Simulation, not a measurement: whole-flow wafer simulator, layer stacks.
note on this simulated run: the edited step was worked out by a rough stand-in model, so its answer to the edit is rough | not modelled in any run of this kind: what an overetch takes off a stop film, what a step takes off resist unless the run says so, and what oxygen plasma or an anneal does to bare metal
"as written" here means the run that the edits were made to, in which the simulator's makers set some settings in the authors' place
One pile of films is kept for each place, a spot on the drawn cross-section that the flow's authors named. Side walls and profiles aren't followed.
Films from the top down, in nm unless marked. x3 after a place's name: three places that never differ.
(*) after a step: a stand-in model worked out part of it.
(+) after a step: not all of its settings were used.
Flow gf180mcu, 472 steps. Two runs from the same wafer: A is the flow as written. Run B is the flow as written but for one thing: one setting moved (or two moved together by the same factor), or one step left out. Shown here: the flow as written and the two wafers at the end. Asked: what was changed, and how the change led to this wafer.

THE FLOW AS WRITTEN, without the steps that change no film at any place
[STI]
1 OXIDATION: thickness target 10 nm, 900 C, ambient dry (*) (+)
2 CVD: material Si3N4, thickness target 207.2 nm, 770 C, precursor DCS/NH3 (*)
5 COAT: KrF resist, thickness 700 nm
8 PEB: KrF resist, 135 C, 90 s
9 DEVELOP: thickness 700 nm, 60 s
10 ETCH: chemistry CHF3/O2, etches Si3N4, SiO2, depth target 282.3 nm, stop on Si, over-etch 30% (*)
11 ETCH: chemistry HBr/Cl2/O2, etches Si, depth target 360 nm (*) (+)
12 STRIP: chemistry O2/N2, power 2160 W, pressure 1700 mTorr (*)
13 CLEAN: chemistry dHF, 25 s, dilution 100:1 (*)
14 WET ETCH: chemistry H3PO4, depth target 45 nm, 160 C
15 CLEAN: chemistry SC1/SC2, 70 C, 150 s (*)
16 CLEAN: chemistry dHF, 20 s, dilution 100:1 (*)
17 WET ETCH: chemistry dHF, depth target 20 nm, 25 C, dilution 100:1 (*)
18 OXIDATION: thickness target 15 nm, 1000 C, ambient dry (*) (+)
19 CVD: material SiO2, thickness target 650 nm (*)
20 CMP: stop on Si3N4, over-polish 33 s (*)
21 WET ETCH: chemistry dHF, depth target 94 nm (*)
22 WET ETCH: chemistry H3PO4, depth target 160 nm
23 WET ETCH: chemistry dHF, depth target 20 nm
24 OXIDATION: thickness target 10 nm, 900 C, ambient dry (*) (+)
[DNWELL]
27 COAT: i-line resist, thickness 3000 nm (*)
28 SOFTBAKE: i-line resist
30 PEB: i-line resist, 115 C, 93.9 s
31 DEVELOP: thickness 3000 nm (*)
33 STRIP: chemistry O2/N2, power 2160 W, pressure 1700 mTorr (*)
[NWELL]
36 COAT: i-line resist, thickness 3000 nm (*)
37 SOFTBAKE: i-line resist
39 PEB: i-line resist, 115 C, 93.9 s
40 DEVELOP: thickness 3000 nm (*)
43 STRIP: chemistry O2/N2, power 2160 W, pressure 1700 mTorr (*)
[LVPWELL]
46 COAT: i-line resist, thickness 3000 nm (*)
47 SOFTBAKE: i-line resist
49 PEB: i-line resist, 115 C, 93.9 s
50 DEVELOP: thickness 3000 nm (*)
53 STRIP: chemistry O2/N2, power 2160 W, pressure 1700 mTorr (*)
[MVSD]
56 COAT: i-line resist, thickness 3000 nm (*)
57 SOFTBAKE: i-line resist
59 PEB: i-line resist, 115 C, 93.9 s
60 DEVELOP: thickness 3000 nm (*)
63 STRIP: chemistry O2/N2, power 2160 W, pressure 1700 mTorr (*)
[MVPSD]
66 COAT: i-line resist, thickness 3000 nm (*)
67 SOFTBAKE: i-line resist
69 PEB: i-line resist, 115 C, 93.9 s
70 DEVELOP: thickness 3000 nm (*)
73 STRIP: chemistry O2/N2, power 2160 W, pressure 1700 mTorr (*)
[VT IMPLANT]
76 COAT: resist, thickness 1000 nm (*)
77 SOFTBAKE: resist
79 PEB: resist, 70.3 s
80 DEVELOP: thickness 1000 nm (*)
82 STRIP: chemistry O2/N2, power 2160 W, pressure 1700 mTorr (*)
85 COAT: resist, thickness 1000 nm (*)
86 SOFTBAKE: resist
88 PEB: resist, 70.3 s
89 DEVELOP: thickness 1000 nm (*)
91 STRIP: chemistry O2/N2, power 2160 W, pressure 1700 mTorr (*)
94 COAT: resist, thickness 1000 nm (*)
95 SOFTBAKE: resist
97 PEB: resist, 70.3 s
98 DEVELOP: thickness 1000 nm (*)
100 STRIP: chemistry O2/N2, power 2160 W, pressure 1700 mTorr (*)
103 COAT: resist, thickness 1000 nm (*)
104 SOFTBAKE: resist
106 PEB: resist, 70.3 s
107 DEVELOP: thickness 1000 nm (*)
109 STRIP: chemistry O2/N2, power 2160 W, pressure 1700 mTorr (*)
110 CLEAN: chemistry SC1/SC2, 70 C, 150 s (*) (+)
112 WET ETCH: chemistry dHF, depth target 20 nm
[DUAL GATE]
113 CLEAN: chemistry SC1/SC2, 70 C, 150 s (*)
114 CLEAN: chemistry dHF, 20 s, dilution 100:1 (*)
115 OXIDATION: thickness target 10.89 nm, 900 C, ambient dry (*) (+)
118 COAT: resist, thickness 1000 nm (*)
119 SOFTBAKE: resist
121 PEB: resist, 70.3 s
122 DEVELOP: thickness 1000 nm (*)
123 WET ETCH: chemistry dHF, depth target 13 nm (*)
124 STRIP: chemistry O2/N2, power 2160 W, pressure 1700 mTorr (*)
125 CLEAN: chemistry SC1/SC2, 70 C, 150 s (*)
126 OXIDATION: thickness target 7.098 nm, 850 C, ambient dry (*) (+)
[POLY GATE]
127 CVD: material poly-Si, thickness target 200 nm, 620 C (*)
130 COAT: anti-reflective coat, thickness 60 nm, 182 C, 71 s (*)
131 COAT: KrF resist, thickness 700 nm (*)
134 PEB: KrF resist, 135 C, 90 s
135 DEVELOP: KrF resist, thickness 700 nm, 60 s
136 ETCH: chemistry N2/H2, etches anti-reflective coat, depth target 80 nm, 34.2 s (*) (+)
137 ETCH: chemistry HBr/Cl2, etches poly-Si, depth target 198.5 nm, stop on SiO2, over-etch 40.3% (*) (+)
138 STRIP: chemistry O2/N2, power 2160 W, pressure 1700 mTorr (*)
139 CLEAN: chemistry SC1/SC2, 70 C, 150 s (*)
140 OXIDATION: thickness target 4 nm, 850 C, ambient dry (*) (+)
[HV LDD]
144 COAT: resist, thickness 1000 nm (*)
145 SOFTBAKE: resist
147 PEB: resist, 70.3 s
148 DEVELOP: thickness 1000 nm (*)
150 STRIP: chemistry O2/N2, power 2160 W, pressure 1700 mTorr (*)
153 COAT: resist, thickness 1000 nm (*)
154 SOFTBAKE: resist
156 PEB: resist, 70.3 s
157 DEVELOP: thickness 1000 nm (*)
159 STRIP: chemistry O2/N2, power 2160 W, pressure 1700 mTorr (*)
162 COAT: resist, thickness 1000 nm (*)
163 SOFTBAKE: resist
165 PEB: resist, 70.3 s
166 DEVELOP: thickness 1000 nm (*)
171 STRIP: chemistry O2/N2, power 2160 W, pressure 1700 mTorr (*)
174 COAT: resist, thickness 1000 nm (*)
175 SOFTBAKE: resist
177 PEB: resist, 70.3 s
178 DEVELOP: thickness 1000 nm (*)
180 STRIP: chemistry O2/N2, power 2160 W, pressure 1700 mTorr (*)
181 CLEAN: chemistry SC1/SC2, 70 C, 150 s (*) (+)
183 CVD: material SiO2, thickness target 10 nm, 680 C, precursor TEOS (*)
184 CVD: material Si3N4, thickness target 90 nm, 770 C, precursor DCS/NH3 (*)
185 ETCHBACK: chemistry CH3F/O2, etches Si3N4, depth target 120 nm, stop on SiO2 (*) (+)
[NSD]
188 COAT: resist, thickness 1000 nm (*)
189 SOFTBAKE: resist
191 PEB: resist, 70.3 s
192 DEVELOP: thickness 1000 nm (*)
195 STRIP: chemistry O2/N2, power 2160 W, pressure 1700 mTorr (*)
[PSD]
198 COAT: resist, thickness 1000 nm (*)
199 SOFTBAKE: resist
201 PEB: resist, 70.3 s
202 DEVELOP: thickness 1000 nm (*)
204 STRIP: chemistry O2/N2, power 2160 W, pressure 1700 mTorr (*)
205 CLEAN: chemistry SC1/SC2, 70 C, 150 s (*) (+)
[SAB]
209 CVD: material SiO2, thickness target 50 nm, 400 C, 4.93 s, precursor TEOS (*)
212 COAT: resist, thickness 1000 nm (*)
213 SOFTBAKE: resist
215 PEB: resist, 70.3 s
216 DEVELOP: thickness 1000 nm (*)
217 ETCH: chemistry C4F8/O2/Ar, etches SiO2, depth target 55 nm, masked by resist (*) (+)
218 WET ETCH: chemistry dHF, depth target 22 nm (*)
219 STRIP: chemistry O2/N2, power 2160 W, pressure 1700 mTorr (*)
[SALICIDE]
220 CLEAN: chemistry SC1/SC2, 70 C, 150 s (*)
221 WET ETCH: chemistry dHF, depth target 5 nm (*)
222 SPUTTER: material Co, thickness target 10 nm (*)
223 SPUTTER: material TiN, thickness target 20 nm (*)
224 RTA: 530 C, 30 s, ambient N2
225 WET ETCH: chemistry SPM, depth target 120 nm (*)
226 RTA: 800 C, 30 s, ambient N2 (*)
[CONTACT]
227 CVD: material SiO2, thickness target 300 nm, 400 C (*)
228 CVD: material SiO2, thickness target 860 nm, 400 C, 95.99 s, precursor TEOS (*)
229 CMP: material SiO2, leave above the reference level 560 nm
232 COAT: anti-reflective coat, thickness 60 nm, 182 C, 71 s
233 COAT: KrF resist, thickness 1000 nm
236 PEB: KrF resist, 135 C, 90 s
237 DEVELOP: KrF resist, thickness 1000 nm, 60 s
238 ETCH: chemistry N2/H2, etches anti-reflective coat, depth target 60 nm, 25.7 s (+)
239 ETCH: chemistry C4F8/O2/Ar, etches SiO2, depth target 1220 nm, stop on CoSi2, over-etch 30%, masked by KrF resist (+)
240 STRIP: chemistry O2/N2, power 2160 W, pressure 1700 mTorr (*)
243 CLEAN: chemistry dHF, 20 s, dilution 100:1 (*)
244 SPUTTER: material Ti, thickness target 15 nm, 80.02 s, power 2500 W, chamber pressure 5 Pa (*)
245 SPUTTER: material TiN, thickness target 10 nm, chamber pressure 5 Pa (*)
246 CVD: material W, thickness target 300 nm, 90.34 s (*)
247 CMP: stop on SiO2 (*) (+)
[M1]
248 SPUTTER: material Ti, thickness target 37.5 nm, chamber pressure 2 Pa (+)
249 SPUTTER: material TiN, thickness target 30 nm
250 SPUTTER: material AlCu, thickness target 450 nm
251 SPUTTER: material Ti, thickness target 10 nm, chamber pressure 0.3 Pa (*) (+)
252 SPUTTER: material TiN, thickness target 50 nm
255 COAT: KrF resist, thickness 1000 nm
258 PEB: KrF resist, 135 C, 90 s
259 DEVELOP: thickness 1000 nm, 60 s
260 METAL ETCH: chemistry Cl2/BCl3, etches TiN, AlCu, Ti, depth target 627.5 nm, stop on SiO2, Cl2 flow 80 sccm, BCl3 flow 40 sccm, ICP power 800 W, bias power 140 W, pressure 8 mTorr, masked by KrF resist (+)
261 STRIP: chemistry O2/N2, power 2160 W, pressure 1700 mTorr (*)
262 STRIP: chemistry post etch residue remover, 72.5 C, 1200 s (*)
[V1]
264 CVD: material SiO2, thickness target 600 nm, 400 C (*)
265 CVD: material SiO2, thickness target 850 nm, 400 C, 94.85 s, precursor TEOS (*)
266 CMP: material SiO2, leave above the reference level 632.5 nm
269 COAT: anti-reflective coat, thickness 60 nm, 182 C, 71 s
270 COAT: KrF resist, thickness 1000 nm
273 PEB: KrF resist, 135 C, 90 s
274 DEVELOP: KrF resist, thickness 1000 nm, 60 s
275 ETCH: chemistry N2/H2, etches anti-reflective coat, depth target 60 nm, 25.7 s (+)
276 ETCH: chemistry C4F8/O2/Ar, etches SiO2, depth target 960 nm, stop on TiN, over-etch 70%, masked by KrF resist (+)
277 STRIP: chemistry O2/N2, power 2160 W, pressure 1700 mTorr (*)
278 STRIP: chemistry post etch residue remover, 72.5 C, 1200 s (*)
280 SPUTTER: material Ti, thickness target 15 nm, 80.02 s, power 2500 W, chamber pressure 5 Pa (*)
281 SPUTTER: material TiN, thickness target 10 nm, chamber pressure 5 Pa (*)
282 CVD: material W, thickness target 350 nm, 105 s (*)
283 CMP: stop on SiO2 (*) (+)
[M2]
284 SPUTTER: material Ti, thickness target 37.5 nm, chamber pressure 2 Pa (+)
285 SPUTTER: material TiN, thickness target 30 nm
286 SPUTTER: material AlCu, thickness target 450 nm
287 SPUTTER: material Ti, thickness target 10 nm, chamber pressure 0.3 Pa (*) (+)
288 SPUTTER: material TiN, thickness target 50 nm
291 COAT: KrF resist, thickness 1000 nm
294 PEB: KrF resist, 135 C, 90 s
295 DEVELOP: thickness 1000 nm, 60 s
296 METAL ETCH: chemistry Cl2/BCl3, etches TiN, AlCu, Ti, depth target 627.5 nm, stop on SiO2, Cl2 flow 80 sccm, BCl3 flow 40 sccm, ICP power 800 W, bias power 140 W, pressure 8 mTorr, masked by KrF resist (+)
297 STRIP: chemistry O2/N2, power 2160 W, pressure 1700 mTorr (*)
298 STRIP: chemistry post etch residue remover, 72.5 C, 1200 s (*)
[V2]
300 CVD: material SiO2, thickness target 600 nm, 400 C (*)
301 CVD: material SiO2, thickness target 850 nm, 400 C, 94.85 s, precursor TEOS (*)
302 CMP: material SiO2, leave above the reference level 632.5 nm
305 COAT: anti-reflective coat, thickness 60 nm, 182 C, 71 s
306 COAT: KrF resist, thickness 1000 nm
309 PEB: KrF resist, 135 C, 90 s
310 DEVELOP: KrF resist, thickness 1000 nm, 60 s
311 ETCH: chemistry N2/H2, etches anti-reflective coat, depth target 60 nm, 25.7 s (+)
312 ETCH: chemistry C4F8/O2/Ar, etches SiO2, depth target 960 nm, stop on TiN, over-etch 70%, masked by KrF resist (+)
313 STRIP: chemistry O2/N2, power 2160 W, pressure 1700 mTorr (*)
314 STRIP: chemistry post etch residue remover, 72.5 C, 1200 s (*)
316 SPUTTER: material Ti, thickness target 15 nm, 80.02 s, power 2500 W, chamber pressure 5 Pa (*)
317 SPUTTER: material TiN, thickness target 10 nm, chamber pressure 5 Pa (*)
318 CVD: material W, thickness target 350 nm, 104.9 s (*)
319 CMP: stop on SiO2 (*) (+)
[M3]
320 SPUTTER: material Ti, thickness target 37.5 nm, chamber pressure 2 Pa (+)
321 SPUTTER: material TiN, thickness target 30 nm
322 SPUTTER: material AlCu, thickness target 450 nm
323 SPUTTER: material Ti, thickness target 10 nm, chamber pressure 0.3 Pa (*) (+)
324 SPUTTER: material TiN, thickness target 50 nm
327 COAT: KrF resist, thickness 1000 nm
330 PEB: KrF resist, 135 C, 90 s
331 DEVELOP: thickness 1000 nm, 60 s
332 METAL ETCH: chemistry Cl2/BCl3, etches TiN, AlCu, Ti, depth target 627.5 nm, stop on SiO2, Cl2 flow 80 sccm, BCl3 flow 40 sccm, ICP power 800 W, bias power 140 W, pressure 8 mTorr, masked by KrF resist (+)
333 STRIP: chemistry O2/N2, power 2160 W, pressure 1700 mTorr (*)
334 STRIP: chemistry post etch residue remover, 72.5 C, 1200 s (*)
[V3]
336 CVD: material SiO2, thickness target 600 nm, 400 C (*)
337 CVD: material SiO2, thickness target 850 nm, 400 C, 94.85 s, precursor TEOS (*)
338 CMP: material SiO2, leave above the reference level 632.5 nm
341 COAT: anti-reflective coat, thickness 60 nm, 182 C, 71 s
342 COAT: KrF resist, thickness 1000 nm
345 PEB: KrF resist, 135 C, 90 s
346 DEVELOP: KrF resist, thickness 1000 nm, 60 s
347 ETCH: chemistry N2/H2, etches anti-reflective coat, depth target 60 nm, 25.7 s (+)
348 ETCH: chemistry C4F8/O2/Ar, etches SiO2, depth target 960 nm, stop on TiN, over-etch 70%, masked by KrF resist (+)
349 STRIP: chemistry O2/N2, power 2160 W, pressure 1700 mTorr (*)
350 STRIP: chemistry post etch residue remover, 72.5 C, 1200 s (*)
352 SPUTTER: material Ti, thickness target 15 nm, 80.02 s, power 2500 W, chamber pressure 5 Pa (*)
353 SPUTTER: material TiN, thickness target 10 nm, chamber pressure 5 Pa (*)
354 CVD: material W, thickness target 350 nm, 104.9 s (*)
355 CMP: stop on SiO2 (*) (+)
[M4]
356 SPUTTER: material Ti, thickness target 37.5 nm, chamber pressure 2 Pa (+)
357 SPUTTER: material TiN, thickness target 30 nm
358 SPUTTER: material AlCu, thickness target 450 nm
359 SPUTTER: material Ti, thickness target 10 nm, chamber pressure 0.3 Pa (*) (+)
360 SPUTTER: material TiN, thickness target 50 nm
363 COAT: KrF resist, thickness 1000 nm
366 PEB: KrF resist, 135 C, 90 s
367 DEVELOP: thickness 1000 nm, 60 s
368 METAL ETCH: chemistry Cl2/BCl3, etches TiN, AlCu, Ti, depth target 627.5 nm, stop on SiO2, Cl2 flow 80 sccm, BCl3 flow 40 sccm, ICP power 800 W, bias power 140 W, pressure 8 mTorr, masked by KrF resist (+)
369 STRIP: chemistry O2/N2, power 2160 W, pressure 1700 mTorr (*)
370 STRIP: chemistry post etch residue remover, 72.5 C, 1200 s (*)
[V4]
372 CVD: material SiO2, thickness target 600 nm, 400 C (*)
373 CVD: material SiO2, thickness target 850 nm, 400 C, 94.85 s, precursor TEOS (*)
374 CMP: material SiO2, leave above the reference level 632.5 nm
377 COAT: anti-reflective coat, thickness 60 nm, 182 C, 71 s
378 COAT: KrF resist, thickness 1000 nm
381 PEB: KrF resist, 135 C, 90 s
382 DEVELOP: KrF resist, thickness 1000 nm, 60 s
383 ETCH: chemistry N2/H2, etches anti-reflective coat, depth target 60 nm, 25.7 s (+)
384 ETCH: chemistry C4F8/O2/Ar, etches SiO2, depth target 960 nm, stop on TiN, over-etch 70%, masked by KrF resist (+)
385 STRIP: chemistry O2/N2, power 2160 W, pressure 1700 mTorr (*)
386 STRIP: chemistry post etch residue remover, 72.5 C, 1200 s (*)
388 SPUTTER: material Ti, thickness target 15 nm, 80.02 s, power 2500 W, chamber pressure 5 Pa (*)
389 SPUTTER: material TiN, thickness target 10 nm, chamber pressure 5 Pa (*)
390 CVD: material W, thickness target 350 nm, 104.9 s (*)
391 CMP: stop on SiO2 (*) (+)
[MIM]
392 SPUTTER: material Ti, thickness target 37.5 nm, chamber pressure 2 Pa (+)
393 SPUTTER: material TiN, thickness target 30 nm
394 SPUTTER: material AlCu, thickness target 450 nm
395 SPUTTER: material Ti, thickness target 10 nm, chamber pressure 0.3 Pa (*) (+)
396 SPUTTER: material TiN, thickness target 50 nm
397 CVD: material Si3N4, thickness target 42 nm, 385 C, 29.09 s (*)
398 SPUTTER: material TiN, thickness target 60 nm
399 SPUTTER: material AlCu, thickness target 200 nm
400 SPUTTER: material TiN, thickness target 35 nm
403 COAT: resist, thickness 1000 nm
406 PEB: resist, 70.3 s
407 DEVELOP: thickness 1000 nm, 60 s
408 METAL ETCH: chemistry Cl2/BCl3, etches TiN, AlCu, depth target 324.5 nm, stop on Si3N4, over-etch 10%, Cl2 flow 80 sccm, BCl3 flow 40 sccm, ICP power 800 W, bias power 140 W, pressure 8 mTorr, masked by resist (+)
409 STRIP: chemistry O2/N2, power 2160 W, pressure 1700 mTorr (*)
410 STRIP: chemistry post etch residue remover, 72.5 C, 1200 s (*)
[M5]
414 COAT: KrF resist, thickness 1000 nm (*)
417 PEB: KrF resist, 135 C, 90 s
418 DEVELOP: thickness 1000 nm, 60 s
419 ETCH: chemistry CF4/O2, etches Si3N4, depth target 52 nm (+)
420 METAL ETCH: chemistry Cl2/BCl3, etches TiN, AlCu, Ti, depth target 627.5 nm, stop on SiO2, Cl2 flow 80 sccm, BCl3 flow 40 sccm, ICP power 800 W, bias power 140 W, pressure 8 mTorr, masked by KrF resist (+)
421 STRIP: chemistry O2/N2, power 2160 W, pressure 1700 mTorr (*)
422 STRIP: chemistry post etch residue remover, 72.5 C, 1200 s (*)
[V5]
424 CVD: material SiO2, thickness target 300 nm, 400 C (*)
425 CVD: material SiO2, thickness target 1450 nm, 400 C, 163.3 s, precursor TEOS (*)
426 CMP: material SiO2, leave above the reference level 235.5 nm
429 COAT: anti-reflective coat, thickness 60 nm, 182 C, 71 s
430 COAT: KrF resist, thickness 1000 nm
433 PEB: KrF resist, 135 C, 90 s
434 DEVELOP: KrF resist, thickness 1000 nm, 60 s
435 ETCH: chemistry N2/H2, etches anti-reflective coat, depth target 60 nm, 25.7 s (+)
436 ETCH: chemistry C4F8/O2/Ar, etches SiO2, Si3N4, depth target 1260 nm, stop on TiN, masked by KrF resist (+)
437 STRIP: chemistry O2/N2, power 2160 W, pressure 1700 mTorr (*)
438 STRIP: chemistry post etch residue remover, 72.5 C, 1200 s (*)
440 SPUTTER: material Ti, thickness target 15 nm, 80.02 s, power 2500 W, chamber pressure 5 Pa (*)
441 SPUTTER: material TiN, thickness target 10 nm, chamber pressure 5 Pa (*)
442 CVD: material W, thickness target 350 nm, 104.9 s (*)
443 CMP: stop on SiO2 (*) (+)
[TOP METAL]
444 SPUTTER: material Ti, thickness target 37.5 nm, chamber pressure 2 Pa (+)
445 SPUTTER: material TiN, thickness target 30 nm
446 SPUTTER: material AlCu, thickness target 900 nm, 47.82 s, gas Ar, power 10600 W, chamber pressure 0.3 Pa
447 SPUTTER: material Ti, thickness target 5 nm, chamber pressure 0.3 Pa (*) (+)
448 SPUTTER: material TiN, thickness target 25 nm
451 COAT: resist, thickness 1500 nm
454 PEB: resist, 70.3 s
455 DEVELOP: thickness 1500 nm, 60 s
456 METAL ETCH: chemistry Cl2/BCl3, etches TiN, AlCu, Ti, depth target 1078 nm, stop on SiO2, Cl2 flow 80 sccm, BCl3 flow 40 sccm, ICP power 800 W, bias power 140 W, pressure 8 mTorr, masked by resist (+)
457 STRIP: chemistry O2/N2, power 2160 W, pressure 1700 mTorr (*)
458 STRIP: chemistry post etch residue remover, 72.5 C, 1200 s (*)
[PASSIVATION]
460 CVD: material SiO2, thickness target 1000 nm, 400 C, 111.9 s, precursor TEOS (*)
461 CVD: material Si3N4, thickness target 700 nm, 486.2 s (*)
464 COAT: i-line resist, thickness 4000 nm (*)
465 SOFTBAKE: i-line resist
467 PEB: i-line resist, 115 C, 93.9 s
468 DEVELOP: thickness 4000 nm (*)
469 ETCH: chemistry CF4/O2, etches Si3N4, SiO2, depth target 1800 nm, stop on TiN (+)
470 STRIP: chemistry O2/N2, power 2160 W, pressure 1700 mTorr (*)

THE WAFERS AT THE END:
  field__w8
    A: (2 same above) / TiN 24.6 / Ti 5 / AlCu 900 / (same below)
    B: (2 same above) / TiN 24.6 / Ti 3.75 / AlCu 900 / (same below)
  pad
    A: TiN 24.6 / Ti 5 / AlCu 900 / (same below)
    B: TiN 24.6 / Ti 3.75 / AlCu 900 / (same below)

The cause: step 447, SPUTTER: thickness target 3.75 nm was run, where the flow has thickness target 5 nm.
It can be read off the wafer: field__w8 has Ti 3.75, and step 447 as written asks for 5 nm.

How the change led to this, step by step:
  447 SPUTTER: material Ti, thickness target 5 nm, chamber pressure 0.3 Pa (*) (+)
      field, field__w1, field__w2 and 109 more: A Ti +5 (new film) | B Ti +3.75 (new film)
  456 METAL ETCH: chemistry Cl2/BCl3, etches TiN, AlCu, Ti, depth target 1078 nm, stop on SiO2, Cl2 flow 80 sccm, BCl3 flow 40 sccm, ICP power 800 W, bias power 140 W, pressure 8 mTorr, masked by resist (+)
      field, field__w1, field__w2 and 103 more: A TiN -25 (all of it), Ti -5 (all of it), AlCu -900 (all of it), TiN -30 (all of it), Ti -37.5 (all of it) | B TiN -25 (all of it), Ti -3.75 (all of it), AlCu -900 (all of it), TiN -30 (all of it), Ti -37.5 (all of it)
